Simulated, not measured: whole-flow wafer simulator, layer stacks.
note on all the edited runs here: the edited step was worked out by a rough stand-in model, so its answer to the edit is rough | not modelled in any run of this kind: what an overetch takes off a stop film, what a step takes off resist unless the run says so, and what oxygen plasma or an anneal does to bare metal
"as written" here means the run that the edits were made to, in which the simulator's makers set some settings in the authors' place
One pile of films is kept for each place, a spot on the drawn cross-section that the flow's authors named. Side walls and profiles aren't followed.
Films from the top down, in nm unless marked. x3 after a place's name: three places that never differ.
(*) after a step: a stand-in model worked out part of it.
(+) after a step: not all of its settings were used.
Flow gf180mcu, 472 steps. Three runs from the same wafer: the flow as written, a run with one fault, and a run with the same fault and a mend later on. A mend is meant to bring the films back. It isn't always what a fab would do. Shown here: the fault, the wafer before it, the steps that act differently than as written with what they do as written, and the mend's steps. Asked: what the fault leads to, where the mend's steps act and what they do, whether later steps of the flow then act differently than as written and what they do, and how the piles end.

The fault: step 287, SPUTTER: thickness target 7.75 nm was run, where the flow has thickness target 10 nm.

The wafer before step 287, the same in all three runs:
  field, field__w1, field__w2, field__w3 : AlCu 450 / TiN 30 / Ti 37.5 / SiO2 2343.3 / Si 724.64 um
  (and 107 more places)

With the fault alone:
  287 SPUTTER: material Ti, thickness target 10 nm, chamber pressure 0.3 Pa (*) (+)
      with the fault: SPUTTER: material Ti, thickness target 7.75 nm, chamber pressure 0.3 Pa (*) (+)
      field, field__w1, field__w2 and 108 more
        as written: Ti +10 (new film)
        with the fault: Ti +7.75 (new film)
  Later steps of the flow that act differently than as written (4 more steps differ only slightly, by at most 2% or 0.5 nm, whichever is larger, and aren't shown):
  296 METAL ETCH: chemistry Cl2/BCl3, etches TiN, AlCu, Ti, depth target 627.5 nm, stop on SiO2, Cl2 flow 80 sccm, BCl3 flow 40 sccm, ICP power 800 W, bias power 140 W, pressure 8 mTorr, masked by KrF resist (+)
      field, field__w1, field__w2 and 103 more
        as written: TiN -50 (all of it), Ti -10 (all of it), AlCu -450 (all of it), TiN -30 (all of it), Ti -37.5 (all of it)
        with the fault: TiN -50 (all of it), Ti -7.75 (all of it), AlCu -450 (all of it), TiN -30 (all of it), Ti -37.5 (all of it)
  At the end the piles differ from the flow's by more than 2% or 0.5 nm, whichever is larger, at field__w8, contact, m1, m1__w1, m1_nw.
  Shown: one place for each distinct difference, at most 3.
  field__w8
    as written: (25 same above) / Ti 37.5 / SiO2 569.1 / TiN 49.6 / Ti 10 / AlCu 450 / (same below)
    with the fault: (25 same above) / Ti 37.5 / SiO2 571.4 / TiN 49.6 / Ti 7.75 / AlCu 450 / (same below)
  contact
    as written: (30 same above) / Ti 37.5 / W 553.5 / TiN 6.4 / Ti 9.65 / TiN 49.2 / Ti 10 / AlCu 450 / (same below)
    with the fault: (30 same above) / Ti 37.5 / W 555.8 / TiN 6.4 / Ti 9.64 / TiN 49.2 / Ti 7.75 / AlCu 450 / (same below)

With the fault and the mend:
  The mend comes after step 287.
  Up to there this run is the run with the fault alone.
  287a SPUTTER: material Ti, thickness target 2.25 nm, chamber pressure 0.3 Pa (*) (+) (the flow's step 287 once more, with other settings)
      field, field__w1, field__w2 and 108 more
        Ti +2.25
  No later step of the flow acts differently than as written at any place that is followed.
  At the end the piles are the same as the flow's at every place that both follow.
